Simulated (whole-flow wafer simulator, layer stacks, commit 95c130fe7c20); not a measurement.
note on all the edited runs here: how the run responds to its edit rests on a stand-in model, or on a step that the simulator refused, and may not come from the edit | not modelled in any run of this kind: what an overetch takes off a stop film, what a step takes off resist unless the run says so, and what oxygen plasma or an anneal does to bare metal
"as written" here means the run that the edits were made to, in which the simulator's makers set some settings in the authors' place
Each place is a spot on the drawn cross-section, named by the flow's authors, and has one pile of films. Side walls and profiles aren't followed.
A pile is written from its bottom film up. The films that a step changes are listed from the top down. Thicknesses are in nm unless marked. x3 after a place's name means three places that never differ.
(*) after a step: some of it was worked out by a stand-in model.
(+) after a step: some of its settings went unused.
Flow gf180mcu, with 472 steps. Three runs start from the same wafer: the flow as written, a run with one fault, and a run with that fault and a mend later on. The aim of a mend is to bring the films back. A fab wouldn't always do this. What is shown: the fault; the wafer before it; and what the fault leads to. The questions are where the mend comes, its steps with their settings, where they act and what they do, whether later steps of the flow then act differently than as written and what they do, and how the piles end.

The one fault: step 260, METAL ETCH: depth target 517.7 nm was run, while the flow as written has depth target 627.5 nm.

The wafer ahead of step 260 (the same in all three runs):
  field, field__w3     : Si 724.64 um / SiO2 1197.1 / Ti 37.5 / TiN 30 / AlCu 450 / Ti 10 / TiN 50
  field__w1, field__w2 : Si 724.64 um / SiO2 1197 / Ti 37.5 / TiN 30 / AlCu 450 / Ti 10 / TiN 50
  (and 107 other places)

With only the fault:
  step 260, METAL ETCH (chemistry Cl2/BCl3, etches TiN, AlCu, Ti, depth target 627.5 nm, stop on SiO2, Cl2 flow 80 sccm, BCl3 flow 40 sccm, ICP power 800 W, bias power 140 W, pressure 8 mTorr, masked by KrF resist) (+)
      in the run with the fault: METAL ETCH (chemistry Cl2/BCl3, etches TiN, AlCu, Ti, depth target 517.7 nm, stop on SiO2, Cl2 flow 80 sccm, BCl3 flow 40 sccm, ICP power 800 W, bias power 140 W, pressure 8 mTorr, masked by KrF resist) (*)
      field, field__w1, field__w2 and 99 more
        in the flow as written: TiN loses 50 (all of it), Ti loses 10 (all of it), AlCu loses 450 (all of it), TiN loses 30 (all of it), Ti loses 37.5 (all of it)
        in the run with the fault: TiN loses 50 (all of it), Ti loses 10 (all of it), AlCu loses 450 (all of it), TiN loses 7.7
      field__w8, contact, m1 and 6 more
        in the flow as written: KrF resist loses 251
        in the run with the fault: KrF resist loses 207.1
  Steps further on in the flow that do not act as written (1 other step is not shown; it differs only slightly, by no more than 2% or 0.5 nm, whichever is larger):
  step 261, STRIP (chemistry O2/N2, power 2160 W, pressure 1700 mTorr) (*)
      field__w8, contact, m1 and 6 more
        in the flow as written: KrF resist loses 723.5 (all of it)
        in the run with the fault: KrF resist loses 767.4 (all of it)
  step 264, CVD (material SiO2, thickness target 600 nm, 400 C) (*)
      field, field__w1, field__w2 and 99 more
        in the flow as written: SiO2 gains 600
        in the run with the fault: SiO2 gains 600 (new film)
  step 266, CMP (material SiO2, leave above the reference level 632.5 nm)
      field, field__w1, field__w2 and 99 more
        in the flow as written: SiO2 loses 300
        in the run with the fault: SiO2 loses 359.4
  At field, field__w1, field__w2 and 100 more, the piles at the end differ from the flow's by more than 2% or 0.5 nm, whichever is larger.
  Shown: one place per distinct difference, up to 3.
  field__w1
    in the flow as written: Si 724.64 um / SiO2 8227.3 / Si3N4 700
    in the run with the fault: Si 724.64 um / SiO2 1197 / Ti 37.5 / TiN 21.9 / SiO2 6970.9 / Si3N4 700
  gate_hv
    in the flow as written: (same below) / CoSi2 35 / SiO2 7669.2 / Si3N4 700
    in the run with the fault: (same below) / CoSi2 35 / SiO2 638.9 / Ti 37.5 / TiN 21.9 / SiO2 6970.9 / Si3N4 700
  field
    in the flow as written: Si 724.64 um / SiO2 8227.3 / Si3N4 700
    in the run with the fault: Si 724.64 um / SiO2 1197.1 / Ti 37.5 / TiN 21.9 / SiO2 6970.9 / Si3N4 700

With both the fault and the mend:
  The mend follows step 262.
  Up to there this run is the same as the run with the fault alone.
  step 262a, DEHYDRATE (200 C, 60 s) (the flow's step 253, run once more)
      leaves every film unchanged at each place that is followed
  step 262b, HMDS (120 C, 60 s) (the flow's step 254, run once more)
      leaves every film unchanged at each place that is followed
  step 262c, COAT (KrF resist, thickness 1000 nm) (*) (the flow's step 255, run once more)
      iso_ptap_pw, iso_ntap_nw, iso_nw_fld and 33 more
        KrF resist gains 1000 (new film)
      field__w7, field__w11, field__w13 and 9 more
        KrF resist gains 1003.4 (new film)
      field_sub, field_sub__w1, field_sub__w2 and 6 more
        KrF resist gains 1002.9 (new film)
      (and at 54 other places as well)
  step 262d, SOFTBAKE (KrF resist) (the flow's step 256, run once more)
      leaves every film unchanged at each place that is followed
  step 262e, EXPOSE (photomask Metal1) (the flow's step 257, run once more)
      leaves every film unchanged at each place that is followed
  step 262f, PEB (KrF resist, 135 C, 90 s) (the flow's step 258, run once more)
      field__w1, field__w2, field__w3 and 55 more
        KrF resist loses 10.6
      iso_ptap_pw, iso_ntap_nw, iso_nw_fld and 33 more
        KrF resist loses 10.5
      gate_hv, sd_p, nw_enc_fld_lv__w3
        KrF resist loses 10.7
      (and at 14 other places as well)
  step 262g, DEVELOP (thickness 1000 nm, 60 s) (the flow's step 259, run once more)
      iso_ptap_pw, iso_ntap_nw, iso_nw_fld and 33 more
        KrF resist loses 989.5 (all of it)
      field__w7, field__w11, field__w13 and 9 more
        KrF resist loses 992.8 (all of it)
      field_sub__w2, field_sub__w3, field_sub__w4 and 7 more
        KrF resist loses 992.4 (all of it)
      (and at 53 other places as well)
  step 262h, METAL ETCH (chemistry Cl2/BCl3, etches TiN, AlCu, Ti, depth target 109.8 nm, stop on SiO2, Cl2 flow 80 sccm, BCl3 flow 40 sccm, ICP power 800 W, bias power 140 W, pressure 8 mTorr, masked by KrF resist) (+) (the flow's step 260, run once more with other settings)
      field, field__w1, field__w2 and 99 more
        TiN loses 21.9 (all of it), Ti loses 37.5 (all of it)
      field__w8, contact, m1 and 6 more
        KrF resist loses 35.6
  step 262i, STRIP (chemistry O2/N2, power 2160 W, pressure 1700 mTorr) (*) (the flow's step 261, run once more)
      field__w8
        KrF resist loses 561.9 (all of it)
      contact
        KrF resist loses 559.8 (all of it)
      m1
        KrF resist loses 563 (all of it)
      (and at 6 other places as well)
  step 262j, STRIP (chemistry post etch residue remover, 72.5 C, 1200 s) (*) (the flow's step 262, run once more)
      field__w8, contact, m1 and 6 more
        TiN loses 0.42
  Later steps of the flow that are run all act as written at every place that is followed, up to a difference of at most 2% or 0.5 nm, whichever is larger.
  The piles end only slightly different from the flow's at the places that both follow, by no more than 2% or 0.5 nm, whichever is larger.
